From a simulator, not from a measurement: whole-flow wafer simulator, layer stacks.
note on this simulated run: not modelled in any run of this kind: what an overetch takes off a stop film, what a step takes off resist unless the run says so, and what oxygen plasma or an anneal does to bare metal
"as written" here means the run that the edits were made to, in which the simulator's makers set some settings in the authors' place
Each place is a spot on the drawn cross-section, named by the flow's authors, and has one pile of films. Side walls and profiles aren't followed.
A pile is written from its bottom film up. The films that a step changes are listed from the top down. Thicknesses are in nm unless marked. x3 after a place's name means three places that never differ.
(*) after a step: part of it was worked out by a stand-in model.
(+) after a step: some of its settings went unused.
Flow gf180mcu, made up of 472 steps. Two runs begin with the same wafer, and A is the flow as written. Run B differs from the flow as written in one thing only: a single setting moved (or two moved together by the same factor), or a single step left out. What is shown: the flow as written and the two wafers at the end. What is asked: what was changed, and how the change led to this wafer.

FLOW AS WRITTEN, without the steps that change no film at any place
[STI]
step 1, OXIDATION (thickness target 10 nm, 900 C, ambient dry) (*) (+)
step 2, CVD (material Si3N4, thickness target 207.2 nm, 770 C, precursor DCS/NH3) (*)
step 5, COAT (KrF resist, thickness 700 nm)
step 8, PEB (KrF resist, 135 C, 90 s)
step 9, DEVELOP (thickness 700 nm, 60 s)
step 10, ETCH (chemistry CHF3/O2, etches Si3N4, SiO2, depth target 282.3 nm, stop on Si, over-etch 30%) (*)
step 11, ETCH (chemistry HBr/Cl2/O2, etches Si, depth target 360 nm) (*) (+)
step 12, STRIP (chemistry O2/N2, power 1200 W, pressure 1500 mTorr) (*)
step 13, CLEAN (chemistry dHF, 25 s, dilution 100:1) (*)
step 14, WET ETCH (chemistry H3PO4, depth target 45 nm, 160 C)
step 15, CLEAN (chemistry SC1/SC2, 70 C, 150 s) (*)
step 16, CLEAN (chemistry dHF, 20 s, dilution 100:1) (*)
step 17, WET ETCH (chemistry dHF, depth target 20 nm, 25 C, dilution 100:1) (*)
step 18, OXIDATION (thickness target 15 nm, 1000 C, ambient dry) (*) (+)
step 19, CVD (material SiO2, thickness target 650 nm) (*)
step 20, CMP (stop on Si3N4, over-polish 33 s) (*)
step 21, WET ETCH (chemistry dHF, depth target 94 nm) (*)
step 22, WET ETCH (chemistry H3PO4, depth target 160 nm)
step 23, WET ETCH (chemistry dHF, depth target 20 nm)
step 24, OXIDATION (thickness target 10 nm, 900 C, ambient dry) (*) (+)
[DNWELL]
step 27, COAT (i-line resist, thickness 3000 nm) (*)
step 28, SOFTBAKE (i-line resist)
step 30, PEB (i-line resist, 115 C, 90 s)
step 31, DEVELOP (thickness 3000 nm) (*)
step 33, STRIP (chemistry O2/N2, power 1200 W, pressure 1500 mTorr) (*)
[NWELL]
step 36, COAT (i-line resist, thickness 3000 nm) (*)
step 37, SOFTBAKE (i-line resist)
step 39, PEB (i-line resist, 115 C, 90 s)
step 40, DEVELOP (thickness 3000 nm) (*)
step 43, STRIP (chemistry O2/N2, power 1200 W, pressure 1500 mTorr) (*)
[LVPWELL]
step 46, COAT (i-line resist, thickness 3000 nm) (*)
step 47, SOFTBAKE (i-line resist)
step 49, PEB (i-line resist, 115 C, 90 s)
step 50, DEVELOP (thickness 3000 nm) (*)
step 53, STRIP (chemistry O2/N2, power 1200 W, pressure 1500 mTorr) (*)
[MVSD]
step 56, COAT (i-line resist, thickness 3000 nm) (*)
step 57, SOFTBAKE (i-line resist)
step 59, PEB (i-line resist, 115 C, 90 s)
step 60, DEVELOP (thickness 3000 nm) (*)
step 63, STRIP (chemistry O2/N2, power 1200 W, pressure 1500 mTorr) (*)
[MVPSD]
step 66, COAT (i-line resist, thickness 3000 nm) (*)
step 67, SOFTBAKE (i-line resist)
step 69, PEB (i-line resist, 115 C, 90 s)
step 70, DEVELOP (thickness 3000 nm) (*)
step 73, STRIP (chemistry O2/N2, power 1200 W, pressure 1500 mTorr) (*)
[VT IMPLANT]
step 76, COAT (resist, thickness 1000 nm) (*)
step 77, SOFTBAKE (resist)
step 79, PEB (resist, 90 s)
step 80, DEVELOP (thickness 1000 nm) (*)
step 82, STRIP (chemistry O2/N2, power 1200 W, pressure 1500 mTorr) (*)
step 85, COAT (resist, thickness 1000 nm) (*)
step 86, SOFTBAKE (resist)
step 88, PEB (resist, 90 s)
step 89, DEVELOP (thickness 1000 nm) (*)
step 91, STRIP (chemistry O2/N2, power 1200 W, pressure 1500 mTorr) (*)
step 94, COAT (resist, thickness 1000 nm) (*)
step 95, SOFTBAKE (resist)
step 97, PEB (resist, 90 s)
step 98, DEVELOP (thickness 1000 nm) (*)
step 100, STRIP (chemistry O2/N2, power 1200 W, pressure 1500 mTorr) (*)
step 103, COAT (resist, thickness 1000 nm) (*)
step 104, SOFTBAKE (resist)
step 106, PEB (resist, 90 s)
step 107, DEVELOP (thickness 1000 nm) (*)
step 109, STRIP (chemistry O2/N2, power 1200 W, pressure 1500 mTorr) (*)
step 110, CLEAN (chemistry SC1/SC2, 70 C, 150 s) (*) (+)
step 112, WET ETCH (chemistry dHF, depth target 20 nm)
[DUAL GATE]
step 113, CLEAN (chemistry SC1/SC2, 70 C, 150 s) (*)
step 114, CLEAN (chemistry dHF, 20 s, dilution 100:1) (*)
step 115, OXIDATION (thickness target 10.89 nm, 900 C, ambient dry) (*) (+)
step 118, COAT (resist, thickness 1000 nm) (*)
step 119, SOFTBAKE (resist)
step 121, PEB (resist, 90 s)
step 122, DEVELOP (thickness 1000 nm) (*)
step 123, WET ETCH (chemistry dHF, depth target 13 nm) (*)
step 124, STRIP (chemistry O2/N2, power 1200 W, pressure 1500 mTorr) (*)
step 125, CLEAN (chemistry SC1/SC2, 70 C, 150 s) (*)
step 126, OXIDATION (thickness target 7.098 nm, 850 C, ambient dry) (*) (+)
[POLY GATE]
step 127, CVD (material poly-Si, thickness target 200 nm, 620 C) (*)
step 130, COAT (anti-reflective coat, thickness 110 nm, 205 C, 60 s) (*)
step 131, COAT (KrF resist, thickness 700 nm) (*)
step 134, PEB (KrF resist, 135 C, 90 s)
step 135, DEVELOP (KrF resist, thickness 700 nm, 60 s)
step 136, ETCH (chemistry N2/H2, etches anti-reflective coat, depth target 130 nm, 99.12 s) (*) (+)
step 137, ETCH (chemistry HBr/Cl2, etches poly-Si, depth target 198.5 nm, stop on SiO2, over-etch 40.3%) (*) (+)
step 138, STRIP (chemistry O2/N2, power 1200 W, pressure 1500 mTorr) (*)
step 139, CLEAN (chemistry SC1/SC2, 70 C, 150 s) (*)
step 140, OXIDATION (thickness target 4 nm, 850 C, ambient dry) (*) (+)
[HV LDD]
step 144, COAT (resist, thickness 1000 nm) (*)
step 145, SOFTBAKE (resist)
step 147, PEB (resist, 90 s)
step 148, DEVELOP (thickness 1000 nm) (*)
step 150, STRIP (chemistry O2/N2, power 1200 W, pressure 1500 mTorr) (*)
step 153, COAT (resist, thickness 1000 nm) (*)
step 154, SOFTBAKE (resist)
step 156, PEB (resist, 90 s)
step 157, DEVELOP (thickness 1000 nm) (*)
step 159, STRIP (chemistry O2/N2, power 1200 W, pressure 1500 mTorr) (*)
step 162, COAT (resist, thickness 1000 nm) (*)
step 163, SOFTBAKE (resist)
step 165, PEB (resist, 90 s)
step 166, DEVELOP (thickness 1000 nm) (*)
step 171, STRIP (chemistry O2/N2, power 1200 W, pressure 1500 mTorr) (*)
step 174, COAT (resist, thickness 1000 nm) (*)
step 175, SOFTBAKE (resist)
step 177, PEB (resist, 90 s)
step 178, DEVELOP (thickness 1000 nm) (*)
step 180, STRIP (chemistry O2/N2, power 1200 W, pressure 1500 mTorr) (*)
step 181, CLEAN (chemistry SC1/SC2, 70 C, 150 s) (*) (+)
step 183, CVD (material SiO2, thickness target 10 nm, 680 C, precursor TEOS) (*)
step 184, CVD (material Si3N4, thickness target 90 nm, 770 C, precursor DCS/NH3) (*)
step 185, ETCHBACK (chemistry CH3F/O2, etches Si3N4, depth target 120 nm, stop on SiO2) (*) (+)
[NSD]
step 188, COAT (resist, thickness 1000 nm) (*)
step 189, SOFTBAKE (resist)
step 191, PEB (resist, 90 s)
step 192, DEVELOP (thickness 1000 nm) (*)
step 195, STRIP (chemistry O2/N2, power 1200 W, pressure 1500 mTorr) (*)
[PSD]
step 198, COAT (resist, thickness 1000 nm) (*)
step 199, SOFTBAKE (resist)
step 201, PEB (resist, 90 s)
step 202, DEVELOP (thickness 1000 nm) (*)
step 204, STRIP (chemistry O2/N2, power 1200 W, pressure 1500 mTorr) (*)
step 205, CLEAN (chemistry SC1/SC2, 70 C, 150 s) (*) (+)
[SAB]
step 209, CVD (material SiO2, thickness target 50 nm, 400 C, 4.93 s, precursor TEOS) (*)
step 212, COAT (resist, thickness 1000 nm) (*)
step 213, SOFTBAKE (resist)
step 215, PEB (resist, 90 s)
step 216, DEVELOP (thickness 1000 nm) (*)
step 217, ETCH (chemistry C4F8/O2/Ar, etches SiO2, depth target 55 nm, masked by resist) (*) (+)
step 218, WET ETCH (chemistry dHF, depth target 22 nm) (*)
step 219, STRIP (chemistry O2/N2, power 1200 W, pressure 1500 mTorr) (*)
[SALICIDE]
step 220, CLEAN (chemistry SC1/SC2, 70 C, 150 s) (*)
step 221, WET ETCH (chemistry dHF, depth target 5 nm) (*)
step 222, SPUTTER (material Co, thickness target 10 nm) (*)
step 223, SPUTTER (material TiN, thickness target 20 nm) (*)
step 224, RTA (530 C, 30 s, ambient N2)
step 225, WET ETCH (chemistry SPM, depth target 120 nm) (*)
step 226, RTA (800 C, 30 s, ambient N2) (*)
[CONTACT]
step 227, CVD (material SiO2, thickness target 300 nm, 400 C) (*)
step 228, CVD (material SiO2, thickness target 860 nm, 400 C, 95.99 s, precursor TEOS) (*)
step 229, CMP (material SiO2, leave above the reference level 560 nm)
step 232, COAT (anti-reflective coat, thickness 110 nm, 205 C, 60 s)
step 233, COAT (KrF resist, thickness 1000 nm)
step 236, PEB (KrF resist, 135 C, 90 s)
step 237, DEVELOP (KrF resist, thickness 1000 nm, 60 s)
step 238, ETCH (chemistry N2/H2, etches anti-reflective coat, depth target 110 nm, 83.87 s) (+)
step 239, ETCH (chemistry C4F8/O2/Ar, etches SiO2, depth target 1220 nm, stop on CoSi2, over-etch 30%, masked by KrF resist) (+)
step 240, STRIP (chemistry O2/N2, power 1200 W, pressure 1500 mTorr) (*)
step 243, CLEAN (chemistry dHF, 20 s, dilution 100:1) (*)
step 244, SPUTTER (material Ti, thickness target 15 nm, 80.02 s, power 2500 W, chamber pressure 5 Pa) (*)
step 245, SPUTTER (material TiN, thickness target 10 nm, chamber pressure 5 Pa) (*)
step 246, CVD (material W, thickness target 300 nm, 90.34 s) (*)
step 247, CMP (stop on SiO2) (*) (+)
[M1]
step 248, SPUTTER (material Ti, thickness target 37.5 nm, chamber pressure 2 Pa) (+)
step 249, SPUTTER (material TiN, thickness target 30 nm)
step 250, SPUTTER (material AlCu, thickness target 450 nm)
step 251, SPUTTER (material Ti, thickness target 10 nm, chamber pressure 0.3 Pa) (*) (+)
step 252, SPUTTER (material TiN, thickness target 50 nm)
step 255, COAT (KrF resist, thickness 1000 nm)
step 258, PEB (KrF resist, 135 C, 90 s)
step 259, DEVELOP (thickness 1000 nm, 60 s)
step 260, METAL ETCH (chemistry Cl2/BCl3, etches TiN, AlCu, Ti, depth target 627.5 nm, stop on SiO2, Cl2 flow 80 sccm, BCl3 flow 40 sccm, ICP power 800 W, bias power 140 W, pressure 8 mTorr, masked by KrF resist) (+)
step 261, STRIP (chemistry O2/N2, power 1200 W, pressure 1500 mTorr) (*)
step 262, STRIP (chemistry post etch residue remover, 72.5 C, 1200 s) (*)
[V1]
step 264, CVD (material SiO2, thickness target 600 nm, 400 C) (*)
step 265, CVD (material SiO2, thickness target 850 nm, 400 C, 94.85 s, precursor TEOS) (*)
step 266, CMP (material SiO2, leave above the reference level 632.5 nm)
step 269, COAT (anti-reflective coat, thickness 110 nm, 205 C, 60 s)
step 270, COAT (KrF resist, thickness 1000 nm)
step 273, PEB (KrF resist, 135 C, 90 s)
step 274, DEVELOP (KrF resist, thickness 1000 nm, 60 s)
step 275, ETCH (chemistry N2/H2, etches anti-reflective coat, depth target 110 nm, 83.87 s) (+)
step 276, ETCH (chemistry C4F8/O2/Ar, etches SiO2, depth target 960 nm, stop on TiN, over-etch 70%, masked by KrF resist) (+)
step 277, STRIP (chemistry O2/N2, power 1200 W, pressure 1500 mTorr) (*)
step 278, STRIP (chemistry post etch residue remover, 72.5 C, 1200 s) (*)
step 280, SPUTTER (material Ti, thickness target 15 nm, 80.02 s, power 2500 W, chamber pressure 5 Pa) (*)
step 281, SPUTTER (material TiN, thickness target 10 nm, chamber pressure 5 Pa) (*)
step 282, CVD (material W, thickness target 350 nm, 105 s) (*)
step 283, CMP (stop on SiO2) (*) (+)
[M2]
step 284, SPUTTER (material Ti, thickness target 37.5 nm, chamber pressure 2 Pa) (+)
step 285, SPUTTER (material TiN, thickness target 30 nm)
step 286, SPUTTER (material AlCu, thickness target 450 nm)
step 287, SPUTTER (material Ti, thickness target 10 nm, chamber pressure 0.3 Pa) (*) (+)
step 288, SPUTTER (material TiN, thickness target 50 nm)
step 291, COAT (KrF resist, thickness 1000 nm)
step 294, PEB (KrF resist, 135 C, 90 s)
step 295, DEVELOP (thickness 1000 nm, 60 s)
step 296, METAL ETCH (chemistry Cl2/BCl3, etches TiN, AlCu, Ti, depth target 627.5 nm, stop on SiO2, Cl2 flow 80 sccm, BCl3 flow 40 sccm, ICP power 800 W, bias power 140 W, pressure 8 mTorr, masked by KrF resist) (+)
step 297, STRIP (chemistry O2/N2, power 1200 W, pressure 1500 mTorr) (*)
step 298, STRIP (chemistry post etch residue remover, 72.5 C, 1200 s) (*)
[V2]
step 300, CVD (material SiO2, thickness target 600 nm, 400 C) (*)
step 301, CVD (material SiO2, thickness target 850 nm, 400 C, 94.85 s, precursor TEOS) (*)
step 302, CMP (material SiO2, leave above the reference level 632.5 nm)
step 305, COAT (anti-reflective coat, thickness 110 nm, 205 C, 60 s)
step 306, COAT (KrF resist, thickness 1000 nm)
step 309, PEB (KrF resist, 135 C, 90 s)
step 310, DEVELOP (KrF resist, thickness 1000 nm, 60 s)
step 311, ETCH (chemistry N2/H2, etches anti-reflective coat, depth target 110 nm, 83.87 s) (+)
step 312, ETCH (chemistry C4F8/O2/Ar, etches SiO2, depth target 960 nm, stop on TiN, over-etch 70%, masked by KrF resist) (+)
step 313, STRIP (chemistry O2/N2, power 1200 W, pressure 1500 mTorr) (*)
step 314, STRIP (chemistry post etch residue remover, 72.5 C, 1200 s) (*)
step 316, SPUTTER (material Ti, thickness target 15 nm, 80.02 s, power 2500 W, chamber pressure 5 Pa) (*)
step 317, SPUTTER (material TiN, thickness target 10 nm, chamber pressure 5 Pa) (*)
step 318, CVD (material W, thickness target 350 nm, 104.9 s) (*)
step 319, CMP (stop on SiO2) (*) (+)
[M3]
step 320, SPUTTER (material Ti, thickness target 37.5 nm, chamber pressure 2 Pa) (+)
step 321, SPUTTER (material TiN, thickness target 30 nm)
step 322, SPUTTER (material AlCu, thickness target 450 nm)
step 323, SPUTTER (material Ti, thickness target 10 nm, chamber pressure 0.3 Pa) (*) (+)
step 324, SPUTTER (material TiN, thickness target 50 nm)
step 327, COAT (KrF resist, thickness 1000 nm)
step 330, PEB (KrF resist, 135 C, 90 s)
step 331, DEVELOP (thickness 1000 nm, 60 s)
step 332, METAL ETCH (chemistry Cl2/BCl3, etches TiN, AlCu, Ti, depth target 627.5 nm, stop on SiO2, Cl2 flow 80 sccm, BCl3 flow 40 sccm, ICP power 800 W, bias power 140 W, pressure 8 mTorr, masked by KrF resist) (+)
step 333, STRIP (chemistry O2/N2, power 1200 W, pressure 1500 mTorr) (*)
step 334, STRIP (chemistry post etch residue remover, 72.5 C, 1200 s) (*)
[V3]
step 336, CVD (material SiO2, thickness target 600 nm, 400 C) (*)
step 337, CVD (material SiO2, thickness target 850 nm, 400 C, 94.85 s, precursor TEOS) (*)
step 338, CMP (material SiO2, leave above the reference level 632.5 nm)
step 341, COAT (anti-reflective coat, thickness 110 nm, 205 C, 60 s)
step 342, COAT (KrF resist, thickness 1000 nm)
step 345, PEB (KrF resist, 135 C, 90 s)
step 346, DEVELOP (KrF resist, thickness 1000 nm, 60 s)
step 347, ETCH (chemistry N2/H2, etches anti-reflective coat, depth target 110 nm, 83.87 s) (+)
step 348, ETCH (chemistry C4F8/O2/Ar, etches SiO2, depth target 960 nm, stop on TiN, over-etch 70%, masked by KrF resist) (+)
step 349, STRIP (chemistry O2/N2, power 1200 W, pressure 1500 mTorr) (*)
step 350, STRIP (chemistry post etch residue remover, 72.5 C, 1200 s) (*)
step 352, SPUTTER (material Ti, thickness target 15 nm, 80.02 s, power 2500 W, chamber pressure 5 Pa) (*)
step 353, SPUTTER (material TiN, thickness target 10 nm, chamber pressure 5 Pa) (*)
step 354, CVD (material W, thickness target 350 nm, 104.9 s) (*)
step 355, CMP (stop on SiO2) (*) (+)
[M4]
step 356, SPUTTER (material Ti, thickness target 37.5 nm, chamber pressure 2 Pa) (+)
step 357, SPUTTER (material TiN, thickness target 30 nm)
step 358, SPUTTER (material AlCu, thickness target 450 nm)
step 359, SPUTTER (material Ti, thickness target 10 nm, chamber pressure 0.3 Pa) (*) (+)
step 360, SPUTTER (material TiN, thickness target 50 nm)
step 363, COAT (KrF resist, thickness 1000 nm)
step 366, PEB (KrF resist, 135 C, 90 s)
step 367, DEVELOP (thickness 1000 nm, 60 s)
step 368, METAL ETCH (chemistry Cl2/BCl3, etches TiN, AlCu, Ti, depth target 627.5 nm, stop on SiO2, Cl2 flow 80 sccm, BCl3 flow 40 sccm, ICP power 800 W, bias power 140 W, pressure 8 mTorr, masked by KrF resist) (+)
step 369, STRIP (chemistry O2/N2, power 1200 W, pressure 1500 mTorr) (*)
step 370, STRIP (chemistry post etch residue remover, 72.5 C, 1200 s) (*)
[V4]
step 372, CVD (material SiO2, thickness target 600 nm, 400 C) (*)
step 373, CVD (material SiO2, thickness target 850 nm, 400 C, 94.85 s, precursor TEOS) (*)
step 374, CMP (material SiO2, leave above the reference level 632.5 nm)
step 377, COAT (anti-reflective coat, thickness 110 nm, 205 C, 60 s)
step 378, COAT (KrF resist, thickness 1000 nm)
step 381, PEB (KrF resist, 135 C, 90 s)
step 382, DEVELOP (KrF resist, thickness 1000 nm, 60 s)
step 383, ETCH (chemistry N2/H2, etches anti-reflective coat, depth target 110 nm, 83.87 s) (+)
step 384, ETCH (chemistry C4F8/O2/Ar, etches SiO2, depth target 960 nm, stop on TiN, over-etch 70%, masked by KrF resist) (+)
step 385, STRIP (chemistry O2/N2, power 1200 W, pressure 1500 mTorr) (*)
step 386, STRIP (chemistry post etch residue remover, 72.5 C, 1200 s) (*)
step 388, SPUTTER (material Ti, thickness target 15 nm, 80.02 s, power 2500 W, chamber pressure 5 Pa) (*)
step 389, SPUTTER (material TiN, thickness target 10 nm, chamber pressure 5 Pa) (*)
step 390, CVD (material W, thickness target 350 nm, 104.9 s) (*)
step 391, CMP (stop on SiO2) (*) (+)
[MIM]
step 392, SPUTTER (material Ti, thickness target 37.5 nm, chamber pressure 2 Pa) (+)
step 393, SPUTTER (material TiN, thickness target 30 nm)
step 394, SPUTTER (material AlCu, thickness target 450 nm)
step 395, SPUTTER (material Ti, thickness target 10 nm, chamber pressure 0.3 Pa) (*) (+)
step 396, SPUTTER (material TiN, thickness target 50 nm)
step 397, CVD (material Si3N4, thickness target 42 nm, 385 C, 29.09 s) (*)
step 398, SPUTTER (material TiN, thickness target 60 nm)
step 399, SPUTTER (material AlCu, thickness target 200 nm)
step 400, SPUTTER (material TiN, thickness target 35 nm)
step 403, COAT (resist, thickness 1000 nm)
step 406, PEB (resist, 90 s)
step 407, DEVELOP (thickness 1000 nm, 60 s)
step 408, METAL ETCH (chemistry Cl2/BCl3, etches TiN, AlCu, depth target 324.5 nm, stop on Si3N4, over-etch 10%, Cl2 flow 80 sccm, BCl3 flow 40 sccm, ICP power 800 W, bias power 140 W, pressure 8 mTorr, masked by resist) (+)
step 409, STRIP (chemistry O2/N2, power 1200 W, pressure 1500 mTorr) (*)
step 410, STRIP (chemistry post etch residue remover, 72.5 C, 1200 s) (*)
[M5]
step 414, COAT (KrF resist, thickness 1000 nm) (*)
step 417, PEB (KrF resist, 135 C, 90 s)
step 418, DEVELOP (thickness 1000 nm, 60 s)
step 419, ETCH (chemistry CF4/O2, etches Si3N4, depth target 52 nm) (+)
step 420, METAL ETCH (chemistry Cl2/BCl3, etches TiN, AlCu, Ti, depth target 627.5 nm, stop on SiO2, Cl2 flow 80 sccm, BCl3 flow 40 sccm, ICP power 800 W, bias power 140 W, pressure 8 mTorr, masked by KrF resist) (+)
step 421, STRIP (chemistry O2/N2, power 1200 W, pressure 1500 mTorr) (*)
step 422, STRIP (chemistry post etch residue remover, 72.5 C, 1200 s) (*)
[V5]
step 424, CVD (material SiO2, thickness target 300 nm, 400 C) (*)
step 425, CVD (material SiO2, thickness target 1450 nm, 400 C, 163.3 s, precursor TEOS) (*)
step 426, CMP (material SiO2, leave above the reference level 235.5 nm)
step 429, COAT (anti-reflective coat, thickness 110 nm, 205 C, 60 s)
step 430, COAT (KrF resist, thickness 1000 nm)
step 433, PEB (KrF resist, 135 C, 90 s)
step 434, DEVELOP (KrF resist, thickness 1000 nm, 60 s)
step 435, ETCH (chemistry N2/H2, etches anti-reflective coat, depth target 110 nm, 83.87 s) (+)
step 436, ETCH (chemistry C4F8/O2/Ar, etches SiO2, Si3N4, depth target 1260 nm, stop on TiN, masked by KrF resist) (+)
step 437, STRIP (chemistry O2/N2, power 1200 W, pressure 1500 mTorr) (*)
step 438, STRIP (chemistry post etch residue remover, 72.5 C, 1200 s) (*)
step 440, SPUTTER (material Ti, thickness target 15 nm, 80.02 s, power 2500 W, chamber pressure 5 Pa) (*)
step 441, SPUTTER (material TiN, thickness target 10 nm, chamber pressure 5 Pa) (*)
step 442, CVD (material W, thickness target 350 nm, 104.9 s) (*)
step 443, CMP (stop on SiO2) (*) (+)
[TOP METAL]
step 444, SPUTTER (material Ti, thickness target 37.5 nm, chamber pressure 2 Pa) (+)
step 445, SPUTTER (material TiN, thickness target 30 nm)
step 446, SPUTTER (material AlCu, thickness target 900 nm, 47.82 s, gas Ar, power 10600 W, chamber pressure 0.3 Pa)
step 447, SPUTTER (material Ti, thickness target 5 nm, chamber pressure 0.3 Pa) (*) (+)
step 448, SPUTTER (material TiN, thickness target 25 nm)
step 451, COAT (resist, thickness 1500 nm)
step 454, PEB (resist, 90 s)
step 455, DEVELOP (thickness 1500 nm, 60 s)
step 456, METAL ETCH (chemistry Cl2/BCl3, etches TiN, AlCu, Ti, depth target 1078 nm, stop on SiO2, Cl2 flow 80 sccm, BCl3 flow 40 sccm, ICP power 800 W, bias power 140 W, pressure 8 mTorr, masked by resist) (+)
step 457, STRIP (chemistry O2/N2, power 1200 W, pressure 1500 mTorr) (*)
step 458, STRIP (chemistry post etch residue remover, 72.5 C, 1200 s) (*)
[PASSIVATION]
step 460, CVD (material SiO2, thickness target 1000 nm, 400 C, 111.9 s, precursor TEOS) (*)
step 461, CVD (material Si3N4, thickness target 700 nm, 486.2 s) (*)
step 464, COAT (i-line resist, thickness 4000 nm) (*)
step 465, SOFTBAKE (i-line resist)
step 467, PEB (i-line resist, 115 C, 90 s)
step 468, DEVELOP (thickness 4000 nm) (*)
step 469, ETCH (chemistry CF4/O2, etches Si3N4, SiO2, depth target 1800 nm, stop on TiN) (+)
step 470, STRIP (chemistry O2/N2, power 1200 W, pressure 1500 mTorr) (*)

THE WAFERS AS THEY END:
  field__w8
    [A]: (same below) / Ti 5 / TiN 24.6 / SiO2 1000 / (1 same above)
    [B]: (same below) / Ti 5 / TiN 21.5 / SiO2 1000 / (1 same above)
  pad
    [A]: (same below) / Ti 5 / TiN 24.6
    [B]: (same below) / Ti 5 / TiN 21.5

The reason: step 448, SPUTTER: thickness target 21.88 nm was run, whereas the flow has thickness target 25 nm.

How this came from the change, step by step:
  step 448, SPUTTER (material TiN, thickness target 25 nm)
      field, field__w1, field__w2 and 109 more: A TiN gains 25 (new film) | B TiN gains 21.9 (new film)
  step 456, METAL ETCH (chemistry Cl2/BCl3, etches TiN, AlCu, Ti, depth target 1078 nm, stop on SiO2, Cl2 flow 80 sccm, BCl3 flow 40 sccm, ICP power 800 W, bias power 140 W, pressure 8 mTorr, masked by resist) (+)
      field, field__w1, field__w2 and 103 more: A TiN loses 25 (all of it), Ti loses 5 (all of it), AlCu loses 900 (all of it), TiN loses 30 (all of it), Ti loses 37.5 (all of it) | B TiN loses 21.9 (all of it), Ti loses 5 (all of it), AlCu loses 900 (all of it), TiN loses 30 (all of it), Ti loses 37.5 (all of it)
